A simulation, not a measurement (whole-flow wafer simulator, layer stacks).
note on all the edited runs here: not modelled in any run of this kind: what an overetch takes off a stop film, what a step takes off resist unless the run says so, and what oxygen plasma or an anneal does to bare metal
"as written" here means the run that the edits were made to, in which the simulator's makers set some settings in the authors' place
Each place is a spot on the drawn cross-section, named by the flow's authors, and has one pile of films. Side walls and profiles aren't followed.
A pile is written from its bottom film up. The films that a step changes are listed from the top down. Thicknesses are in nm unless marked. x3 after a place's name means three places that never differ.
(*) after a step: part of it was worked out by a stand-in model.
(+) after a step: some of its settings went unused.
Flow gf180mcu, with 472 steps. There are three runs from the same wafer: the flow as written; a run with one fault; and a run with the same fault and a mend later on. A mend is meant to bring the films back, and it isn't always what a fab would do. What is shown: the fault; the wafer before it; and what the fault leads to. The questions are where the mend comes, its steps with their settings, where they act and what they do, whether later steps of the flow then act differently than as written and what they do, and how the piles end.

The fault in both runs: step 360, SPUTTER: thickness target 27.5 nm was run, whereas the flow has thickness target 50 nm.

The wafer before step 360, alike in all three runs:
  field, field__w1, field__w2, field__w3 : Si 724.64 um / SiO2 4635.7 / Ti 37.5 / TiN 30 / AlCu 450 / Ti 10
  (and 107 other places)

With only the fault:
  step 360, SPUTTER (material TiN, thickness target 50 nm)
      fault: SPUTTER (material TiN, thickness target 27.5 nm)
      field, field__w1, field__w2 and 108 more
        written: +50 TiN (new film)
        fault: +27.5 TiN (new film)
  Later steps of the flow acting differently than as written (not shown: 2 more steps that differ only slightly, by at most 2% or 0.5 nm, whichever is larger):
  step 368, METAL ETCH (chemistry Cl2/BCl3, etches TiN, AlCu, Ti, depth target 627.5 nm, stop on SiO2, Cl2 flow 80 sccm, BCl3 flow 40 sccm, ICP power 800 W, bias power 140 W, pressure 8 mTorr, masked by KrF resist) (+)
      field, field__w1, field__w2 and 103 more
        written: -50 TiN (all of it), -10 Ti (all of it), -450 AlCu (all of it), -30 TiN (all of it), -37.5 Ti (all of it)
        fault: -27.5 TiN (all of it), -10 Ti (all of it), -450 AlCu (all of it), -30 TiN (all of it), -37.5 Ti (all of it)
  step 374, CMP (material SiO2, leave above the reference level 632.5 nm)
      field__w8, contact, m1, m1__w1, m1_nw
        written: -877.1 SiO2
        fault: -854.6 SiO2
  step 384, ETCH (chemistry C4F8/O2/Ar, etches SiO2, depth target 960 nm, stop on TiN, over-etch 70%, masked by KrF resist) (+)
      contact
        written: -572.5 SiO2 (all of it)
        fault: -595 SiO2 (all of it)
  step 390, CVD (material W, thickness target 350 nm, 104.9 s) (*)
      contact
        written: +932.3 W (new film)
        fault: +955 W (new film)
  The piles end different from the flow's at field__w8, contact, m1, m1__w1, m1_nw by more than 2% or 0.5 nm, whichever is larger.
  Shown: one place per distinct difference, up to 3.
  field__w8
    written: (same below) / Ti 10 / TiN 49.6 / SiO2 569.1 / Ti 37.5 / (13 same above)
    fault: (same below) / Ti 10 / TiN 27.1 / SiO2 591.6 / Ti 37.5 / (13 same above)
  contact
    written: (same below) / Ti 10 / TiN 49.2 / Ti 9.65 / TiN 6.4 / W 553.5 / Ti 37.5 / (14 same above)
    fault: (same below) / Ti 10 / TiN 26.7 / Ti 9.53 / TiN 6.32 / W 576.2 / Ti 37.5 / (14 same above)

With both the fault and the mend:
  The mend stands after step 360.
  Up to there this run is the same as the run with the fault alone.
  step 360a, SPUTTER (material TiN, thickness target 22.5 nm) (the flow's step 360, run once more with other settings)
      field, field__w1, field__w2 and 108 more
        +22.5 TiN
  Every later step of the flow that is run acts as written at every place that is followed.
  At every place that both follow, the piles at the end match the flow's.
